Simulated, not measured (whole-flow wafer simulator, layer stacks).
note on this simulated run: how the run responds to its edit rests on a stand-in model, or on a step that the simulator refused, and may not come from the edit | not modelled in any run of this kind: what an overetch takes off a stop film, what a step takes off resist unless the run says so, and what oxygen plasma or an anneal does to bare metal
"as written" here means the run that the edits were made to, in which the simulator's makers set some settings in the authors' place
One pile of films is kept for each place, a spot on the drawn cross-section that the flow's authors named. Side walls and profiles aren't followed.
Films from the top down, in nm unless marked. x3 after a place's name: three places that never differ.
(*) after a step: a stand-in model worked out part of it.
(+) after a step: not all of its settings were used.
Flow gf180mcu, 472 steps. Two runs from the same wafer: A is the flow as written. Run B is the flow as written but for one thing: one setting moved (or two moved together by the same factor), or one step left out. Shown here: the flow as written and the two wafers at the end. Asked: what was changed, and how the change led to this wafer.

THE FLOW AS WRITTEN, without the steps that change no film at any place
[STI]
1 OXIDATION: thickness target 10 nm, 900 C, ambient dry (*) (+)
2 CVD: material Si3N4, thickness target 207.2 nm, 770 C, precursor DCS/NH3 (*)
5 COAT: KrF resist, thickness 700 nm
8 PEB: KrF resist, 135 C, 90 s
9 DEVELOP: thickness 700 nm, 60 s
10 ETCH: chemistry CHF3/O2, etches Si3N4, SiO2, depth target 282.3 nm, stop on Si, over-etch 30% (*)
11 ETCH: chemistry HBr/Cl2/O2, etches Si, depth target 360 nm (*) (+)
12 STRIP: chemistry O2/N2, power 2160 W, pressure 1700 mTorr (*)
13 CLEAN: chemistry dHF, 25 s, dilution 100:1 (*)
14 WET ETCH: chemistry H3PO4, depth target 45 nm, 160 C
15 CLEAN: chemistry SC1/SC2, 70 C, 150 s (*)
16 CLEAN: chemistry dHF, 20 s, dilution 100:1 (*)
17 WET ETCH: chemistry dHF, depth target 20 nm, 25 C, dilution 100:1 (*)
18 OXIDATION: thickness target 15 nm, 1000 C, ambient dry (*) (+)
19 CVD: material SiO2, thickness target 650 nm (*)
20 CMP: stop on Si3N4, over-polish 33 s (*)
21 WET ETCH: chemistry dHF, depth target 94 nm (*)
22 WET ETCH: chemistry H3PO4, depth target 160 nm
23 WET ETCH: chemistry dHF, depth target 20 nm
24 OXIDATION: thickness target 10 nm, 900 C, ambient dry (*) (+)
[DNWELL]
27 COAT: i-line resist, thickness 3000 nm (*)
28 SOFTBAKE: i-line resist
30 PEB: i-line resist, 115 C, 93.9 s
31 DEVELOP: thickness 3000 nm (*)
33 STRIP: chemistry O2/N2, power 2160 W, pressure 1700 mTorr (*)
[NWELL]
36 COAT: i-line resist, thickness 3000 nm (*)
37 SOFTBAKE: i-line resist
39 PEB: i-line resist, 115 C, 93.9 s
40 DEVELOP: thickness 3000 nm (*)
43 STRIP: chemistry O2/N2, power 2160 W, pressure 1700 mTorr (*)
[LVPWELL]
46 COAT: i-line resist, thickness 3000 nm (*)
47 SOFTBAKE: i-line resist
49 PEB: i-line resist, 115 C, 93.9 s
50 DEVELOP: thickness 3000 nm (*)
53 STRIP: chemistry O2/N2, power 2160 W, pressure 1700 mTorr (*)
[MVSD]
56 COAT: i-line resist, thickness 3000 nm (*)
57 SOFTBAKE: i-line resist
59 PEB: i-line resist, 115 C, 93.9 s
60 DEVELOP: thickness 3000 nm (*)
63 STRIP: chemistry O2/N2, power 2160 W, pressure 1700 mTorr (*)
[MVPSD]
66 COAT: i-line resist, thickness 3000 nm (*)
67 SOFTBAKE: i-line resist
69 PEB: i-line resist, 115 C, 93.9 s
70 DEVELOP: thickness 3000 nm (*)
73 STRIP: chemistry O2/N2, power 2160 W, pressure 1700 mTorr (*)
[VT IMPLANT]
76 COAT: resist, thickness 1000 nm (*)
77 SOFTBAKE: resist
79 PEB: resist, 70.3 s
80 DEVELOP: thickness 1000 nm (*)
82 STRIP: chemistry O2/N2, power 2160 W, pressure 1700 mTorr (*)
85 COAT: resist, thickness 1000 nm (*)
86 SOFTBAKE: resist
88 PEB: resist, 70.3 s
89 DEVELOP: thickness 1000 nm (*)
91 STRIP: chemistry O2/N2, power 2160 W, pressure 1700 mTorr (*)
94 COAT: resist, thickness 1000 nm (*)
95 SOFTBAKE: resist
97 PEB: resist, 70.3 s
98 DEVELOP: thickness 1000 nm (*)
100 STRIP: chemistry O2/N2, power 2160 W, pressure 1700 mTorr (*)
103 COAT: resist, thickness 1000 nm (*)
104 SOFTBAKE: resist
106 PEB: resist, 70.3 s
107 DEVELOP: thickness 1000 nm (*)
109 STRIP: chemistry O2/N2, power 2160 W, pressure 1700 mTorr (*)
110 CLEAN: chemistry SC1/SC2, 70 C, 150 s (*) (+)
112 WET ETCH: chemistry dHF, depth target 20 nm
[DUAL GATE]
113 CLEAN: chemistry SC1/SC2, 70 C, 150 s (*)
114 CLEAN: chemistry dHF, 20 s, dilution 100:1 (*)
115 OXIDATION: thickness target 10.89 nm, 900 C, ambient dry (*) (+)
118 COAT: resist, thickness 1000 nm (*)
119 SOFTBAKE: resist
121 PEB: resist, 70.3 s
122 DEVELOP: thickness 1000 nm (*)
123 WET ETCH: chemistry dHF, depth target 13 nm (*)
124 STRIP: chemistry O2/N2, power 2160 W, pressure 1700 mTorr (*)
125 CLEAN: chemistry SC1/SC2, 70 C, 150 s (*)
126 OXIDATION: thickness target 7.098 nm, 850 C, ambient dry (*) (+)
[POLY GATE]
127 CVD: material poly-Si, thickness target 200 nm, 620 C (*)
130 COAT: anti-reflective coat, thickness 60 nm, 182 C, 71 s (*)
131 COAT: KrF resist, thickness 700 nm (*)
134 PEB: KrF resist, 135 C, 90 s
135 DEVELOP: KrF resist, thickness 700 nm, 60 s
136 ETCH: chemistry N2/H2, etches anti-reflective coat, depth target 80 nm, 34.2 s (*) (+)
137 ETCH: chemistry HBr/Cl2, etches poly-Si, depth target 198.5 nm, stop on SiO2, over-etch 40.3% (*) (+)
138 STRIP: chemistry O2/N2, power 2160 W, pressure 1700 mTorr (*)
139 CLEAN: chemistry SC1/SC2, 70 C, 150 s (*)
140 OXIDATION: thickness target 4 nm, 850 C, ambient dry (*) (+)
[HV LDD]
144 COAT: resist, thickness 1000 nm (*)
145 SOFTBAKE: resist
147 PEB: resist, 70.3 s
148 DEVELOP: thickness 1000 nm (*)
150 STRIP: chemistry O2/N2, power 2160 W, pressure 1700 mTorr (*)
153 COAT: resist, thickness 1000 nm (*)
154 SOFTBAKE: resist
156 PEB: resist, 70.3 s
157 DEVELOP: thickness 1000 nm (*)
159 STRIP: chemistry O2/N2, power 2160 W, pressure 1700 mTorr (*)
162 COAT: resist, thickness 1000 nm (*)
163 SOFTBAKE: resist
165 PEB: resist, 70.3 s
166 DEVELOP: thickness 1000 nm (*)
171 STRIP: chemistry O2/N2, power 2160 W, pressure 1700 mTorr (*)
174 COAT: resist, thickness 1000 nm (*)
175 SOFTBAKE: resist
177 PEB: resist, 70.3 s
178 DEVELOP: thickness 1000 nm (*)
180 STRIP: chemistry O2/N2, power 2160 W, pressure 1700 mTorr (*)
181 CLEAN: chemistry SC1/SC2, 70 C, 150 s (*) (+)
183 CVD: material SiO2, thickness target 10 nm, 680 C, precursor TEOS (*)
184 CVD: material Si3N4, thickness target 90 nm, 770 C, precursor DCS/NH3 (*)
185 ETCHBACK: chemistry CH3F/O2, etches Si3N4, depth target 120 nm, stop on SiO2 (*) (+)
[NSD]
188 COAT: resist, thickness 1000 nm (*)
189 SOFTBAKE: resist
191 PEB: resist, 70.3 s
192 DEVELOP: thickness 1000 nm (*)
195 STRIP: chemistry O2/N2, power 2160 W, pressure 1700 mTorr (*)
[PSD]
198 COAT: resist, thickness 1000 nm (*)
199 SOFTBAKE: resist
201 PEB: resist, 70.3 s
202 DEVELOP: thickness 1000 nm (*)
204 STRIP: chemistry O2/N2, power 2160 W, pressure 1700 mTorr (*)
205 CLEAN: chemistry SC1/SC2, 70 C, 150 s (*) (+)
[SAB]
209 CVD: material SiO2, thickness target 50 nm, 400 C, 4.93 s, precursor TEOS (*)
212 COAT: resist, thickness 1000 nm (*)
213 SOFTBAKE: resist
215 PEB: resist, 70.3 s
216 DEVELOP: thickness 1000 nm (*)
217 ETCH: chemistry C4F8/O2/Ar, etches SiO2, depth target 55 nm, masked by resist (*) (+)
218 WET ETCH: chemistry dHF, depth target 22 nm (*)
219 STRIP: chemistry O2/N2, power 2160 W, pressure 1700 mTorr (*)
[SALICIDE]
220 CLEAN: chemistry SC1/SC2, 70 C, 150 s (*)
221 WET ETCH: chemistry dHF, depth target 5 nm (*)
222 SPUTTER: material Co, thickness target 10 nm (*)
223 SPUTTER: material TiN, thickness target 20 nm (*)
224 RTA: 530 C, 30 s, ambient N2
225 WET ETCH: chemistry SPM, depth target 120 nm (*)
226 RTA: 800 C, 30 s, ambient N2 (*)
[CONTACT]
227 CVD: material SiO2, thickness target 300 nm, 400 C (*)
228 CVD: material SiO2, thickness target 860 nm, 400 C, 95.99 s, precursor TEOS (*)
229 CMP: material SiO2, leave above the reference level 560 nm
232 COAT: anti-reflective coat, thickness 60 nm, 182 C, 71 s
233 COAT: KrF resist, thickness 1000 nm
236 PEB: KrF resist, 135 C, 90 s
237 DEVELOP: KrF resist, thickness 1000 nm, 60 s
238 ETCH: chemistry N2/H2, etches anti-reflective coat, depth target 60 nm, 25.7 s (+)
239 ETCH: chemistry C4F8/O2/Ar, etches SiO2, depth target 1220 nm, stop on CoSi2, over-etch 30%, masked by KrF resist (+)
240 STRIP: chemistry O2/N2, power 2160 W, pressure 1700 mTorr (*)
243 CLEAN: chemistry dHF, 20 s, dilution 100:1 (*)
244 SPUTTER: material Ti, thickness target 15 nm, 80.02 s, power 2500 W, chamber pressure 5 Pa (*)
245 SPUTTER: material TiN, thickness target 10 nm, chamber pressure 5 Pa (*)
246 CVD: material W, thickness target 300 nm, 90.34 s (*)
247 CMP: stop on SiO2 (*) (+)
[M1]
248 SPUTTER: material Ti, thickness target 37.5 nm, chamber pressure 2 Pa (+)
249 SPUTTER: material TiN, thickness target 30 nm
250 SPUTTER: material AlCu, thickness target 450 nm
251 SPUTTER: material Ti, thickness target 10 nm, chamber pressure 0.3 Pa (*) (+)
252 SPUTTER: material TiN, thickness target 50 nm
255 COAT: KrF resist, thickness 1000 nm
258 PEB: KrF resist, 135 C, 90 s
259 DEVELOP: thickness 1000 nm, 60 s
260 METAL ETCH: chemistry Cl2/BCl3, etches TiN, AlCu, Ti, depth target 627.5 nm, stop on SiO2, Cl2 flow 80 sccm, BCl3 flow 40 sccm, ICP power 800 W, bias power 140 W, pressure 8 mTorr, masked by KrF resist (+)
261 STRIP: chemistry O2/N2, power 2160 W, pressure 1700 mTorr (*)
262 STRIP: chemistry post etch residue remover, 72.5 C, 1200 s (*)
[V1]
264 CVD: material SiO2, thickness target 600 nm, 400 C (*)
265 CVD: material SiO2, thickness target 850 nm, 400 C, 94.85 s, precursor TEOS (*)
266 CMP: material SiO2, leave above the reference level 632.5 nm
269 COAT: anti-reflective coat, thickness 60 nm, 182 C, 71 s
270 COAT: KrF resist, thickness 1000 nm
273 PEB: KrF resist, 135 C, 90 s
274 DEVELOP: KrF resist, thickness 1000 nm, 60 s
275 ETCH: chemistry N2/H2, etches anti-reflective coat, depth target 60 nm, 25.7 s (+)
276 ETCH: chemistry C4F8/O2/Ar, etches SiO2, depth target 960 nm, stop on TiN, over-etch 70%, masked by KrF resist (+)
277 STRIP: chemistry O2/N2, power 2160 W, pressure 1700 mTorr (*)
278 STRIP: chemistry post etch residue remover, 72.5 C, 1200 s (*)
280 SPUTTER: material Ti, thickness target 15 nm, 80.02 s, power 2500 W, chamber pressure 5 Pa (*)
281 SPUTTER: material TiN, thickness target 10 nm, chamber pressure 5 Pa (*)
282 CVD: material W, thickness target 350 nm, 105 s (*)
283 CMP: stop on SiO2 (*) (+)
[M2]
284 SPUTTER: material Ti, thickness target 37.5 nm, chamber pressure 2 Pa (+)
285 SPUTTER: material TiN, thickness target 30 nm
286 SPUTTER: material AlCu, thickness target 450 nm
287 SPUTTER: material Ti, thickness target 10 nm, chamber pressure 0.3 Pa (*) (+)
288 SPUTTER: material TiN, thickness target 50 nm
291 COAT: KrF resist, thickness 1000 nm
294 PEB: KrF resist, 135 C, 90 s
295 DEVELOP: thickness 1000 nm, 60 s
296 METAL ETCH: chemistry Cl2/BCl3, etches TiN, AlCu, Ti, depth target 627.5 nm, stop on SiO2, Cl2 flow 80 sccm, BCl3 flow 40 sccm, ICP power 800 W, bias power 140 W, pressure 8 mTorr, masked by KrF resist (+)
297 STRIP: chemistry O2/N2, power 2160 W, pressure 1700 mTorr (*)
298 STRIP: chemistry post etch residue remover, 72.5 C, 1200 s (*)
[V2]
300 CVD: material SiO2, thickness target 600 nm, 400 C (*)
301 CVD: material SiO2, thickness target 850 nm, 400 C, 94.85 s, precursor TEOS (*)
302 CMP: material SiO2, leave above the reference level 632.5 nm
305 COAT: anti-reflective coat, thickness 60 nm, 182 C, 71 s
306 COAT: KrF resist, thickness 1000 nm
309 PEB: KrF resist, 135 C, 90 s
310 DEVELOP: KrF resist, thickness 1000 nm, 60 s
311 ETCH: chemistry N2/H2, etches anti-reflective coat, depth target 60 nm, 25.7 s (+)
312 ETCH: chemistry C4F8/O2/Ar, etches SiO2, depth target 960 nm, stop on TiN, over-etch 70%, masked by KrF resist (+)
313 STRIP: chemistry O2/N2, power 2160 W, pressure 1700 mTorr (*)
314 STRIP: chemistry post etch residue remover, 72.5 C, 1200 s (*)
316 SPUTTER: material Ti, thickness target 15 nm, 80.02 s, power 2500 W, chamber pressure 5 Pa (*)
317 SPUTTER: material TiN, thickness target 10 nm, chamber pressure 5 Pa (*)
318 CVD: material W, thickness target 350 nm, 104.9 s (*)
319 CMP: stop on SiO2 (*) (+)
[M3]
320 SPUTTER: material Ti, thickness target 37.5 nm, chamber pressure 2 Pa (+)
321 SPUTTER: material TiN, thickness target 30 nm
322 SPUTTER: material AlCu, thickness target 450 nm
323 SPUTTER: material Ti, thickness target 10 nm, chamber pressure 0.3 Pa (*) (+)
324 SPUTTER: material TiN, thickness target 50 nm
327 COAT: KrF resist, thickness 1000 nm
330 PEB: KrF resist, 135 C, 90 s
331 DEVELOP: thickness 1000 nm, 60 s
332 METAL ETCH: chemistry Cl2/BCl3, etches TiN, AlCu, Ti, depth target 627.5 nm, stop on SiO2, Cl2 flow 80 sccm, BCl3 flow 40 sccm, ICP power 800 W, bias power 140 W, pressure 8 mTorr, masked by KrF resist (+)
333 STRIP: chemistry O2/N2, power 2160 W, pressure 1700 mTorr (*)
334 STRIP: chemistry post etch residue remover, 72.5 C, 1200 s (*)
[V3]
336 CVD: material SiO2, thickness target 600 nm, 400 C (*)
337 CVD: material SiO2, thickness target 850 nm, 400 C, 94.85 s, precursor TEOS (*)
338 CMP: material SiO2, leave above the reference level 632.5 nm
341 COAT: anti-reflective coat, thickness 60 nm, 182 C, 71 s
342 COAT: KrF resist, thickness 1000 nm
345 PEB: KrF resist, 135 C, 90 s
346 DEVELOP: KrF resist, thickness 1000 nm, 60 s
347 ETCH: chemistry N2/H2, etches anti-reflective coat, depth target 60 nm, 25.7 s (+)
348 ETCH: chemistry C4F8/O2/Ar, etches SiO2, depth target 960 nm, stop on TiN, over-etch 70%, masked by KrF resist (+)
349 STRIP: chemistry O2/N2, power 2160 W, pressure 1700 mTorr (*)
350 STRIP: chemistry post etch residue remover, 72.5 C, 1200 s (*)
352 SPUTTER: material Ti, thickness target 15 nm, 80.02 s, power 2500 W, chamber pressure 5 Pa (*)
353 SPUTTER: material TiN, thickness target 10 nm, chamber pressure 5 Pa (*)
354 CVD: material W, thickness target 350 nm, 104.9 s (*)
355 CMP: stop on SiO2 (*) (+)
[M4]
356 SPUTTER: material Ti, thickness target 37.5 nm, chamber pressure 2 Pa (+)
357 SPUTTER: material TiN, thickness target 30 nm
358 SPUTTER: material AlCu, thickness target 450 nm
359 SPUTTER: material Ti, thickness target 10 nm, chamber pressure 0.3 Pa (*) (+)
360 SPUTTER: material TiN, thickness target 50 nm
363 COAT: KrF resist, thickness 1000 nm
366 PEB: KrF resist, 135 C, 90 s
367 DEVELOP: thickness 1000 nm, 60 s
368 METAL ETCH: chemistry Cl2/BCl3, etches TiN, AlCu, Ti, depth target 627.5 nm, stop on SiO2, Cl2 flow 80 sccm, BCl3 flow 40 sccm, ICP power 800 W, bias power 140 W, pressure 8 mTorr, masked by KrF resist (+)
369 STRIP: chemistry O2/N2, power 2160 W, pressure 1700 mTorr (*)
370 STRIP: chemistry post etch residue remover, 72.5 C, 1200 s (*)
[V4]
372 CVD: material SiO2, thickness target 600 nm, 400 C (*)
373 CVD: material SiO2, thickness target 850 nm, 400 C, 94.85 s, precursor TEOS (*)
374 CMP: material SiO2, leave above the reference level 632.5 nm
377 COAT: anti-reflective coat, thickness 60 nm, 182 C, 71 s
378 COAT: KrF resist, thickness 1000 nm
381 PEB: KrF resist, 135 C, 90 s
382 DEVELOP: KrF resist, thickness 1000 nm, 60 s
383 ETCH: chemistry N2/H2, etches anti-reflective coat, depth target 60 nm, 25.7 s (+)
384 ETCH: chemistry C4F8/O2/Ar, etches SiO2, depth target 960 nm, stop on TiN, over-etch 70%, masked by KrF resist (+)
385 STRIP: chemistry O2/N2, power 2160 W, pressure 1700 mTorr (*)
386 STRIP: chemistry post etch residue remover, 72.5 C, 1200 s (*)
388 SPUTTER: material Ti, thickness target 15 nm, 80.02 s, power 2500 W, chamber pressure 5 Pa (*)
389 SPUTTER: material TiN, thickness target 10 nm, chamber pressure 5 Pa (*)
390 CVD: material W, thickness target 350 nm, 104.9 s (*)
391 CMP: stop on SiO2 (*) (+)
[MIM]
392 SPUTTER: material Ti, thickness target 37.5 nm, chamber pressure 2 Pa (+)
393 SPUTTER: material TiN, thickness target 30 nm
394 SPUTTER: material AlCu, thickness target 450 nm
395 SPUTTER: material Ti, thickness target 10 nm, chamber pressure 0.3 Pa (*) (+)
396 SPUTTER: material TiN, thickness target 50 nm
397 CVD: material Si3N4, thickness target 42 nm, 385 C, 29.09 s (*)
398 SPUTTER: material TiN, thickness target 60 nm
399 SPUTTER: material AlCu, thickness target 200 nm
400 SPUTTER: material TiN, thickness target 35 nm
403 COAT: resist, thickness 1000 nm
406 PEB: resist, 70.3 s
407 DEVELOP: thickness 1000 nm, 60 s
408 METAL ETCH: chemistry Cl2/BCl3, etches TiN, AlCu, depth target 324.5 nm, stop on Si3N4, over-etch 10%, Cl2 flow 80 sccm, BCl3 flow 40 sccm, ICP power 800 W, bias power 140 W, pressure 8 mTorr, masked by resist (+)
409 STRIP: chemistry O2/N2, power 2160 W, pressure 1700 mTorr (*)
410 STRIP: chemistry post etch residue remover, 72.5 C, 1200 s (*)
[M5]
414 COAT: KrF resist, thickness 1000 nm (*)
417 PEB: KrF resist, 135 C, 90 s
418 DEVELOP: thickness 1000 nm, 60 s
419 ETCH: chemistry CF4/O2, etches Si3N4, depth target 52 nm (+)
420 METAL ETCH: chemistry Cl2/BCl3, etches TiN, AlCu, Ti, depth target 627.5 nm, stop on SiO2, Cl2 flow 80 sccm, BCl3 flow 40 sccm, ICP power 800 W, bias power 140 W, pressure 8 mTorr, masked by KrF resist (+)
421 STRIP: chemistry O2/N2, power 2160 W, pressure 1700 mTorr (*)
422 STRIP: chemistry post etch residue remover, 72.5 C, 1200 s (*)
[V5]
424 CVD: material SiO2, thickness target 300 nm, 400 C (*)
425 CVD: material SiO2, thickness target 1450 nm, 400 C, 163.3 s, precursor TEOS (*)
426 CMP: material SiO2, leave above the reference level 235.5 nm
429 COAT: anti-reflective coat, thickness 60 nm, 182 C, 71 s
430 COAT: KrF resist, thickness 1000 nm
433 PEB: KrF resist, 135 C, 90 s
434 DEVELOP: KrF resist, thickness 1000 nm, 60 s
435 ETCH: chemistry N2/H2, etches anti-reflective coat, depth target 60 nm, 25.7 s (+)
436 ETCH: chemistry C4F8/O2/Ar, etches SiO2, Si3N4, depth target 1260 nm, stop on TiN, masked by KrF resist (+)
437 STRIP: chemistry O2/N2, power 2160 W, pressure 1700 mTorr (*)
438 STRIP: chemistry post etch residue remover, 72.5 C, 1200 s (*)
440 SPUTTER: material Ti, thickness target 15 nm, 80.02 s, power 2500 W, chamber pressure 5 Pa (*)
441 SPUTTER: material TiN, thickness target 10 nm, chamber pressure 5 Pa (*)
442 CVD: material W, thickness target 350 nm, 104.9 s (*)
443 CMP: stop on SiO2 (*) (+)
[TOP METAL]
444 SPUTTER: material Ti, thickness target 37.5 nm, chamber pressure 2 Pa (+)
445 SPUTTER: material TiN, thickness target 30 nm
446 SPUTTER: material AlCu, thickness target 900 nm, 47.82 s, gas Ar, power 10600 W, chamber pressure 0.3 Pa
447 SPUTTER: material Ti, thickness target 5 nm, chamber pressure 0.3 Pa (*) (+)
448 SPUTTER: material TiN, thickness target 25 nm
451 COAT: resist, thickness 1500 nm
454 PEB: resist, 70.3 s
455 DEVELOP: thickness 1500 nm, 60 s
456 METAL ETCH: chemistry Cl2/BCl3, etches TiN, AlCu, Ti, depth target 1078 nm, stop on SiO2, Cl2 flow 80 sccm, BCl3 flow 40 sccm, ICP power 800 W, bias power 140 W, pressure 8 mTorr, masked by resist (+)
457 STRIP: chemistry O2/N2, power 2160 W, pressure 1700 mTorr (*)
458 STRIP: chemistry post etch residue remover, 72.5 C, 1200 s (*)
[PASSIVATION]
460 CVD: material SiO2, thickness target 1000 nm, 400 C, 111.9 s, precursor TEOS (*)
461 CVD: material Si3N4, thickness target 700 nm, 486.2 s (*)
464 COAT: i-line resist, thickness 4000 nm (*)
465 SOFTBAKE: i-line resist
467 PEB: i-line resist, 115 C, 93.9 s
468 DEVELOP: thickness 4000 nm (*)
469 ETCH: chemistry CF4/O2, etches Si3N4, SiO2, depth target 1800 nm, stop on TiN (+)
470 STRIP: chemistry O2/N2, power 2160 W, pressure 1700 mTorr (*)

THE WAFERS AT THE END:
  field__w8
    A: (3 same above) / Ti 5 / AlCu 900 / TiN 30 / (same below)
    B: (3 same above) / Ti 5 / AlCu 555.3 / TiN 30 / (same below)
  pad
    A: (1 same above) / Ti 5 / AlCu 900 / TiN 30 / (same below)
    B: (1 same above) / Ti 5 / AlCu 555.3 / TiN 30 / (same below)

The cause: step 446, SPUTTER: 29.89 s was run, where the flow has 47.82 s.

How the change led to this, step by step:
  446 SPUTTER: material AlCu, thickness target 900 nm, 47.82 s, gas Ar, power 10600 W, chamber pressure 0.3 Pa
      field, field__w1, field__w2 and 109 more: A AlCu +900 (new film) | B AlCu +555.3 (new film)
  456 METAL ETCH: chemistry Cl2/BCl3, etches TiN, AlCu, Ti, depth target 1078 nm, stop on SiO2, Cl2 flow 80 sccm, BCl3 flow 40 sccm, ICP power 800 W, bias power 140 W, pressure 8 mTorr, masked by resist (+)
      field, field__w1, field__w2 and 103 more: A TiN -25 (all of it), Ti -5 (all of it), AlCu -900 (all of it), TiN -30 (all of it), Ti -37.5 (all of it) | B TiN -25 (all of it), Ti -5 (all of it), AlCu -555.3 (all of it), TiN -30 (all of it), Ti -37.5 (all of it)
      field__w8, contact, m1, m1__w1, pad, m1_nw: A resist -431 | B resist -391.7
  457 STRIP: chemistry O2/N2, power 2160 W, pressure 1700 mTorr (*)
      field__w8, contact, m1, m1__w1, pad, m1_nw: A resist -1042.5 (all of it) | B resist -1081.8 (all of it)
  464 COAT: i-line resist, thickness 4000 nm (*)
      field__w8: A i-line resist +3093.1 (new film) | B i-line resist +3400.3 (new film)
      contact: A i-line resist +3153.6 (new film) | B i-line resist +3433.5 (new film)
      (and at 4 more places)
  465 SOFTBAKE: i-line resist
      gate: A i-line resist +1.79 | B i-line resist -0.63
      ld_fp_p, ld_drift_p: A i-line resist +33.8 | B i-line resist +19.4
      (and at 66 more places)
  467 PEB: i-line resist, 115 C, 93.9 s
      field__w8, m1__w1: A i-line resist -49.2 | B i-line resist -55.5
      contact, m1: A i-line resist -49.6 | B i-line resist -55.7
      (and at 2 more places)
  468 DEVELOP: thickness 4000 nm (*)
      pad: A i-line resist -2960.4 (all of it) | B i-line resist -3296.2 (all of it)
  470 STRIP: chemistry O2/N2, power 2160 W, pressure 1700 mTorr (*)
      field__w8, m1__w1: A i-line resist -1775.9 (all of it) | B i-line resist -2106.3 (all of it)
      contact: A i-line resist -1798.3 (all of it) | B i-line resist -2118.9 (all of it)
      (and at 2 more places)
